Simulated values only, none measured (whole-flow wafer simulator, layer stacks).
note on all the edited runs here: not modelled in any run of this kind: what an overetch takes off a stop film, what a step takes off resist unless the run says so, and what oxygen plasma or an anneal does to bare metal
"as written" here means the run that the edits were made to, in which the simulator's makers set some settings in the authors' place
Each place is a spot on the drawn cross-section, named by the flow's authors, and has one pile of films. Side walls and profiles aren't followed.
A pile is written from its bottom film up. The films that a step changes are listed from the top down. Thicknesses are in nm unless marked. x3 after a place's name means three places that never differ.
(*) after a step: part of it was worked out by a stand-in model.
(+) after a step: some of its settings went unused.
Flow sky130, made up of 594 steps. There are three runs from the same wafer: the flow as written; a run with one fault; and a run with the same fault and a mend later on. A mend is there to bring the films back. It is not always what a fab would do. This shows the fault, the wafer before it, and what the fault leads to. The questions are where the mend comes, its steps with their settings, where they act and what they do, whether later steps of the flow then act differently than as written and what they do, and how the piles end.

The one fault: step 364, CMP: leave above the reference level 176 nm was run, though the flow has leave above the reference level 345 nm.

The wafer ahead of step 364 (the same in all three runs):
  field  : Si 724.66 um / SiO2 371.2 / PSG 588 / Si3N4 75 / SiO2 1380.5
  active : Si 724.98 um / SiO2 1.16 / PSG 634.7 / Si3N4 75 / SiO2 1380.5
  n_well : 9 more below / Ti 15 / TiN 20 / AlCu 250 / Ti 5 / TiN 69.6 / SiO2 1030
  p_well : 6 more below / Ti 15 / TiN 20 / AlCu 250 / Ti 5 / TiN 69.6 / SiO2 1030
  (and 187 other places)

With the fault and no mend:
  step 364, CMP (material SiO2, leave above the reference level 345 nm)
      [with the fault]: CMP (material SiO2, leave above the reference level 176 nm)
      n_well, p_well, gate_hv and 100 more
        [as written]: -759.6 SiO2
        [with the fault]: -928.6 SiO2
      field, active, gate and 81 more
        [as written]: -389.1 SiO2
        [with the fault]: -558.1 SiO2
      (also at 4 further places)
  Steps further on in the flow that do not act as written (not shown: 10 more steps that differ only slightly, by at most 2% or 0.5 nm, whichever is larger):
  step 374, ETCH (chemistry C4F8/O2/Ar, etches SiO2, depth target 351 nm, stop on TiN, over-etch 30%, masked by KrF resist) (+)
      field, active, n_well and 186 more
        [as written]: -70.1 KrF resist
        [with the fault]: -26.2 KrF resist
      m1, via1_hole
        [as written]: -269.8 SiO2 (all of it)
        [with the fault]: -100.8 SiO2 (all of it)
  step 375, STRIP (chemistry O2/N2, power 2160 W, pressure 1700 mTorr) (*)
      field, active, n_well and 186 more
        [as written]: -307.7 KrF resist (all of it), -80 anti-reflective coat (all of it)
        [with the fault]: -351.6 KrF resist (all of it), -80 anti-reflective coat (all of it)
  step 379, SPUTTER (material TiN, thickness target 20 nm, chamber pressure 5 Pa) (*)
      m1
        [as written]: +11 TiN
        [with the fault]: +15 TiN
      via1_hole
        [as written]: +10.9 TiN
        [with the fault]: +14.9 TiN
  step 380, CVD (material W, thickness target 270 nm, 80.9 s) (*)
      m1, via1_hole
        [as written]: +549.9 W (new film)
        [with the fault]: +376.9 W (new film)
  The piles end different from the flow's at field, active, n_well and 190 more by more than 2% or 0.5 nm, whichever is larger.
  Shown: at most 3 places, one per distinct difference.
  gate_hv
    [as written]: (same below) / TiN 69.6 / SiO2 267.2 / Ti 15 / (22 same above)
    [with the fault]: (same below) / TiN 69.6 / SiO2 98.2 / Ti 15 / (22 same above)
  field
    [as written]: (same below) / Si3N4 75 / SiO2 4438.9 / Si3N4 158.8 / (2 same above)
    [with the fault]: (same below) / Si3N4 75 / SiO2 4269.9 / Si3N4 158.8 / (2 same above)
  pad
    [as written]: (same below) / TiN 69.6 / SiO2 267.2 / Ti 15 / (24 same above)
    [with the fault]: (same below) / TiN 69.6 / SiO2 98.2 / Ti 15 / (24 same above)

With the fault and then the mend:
  After step 364 comes the mend.
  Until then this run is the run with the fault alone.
  step 364a, HDPCVD (thickness target 169 nm) (*) (the flow's step 363 again, with other settings)
      field, active, n_well and 188 more
        +169 SiO2
  Later steps of the flow that are run all act as written at every place that is followed, up to a difference of at most 2% or 0.5 nm, whichever is larger.
  By the end, the piles equal the flow's at every place that both follow.
